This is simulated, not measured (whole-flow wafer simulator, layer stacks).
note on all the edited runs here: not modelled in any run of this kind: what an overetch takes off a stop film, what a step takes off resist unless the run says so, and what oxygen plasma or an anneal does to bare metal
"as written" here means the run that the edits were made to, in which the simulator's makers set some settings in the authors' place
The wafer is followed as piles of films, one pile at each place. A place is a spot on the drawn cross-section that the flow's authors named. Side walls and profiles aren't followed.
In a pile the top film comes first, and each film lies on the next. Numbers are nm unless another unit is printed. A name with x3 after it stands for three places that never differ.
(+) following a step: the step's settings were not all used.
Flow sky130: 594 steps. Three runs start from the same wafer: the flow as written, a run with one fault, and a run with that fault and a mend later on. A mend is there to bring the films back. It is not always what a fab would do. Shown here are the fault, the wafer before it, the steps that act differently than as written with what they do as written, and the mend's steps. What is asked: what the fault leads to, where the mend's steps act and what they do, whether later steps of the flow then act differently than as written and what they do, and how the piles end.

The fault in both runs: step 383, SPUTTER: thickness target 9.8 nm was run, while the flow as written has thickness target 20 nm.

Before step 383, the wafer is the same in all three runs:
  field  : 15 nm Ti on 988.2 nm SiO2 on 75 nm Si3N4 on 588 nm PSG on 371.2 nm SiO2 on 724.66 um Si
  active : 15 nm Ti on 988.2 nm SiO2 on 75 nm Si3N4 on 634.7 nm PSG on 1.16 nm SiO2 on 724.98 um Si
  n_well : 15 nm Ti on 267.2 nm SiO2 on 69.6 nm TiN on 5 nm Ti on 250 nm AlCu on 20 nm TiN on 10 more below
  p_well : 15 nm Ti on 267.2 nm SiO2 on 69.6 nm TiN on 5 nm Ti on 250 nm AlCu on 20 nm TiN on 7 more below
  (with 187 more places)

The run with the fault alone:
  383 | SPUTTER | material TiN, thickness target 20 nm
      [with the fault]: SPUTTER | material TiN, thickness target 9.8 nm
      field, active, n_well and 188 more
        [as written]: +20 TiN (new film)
        [with the fault]: +9.8 TiN (new film)
  Steps later in the flow that act otherwise than as written (15 more steps, not shown, differ only slightly: by at most 2% or 0.5 nm, whichever is larger):
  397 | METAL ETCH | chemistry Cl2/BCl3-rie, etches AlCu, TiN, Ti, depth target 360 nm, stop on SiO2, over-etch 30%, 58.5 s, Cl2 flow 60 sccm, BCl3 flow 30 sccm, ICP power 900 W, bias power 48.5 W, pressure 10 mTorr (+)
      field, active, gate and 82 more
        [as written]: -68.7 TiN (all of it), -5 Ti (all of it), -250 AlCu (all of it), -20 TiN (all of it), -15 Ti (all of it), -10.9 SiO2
        [with the fault]: -68.7 TiN (all of it), -5 Ti (all of it), -250 AlCu (all of it), -9.8 TiN (all of it), -15 Ti (all of it), -12 SiO2
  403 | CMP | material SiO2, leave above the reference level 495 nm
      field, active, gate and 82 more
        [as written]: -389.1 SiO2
        [with the fault]: -398.2 SiO2
  By the end, the piles at n_well, p_well, gate_hv and 103 more depart from the flow's by more than 2% or 0.5 nm, whichever is larger.
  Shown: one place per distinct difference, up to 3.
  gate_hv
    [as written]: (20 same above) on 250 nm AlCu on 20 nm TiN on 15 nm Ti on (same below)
    [with the fault]: (20 same above) on 250 nm AlCu on 9.8 nm TiN on 15 nm Ti on (same below)
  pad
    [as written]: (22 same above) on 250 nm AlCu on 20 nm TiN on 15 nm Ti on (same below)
    [with the fault]: (22 same above) on 250 nm AlCu on 9.8 nm TiN on 15 nm Ti on (same below)
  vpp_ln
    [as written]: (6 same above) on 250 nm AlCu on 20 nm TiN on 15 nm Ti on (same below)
    [with the fault]: (6 same above) on 250 nm AlCu on 9.8 nm TiN on 15 nm Ti on (same below)

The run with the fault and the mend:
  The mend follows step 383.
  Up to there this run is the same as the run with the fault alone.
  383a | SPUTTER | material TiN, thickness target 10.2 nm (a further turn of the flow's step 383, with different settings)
      field, active, n_well and 188 more
        +10.2 TiN
  Later steps of the flow that are run all act as written at every place that is followed.
  The piles end the same as the flow's at every place that both follow.
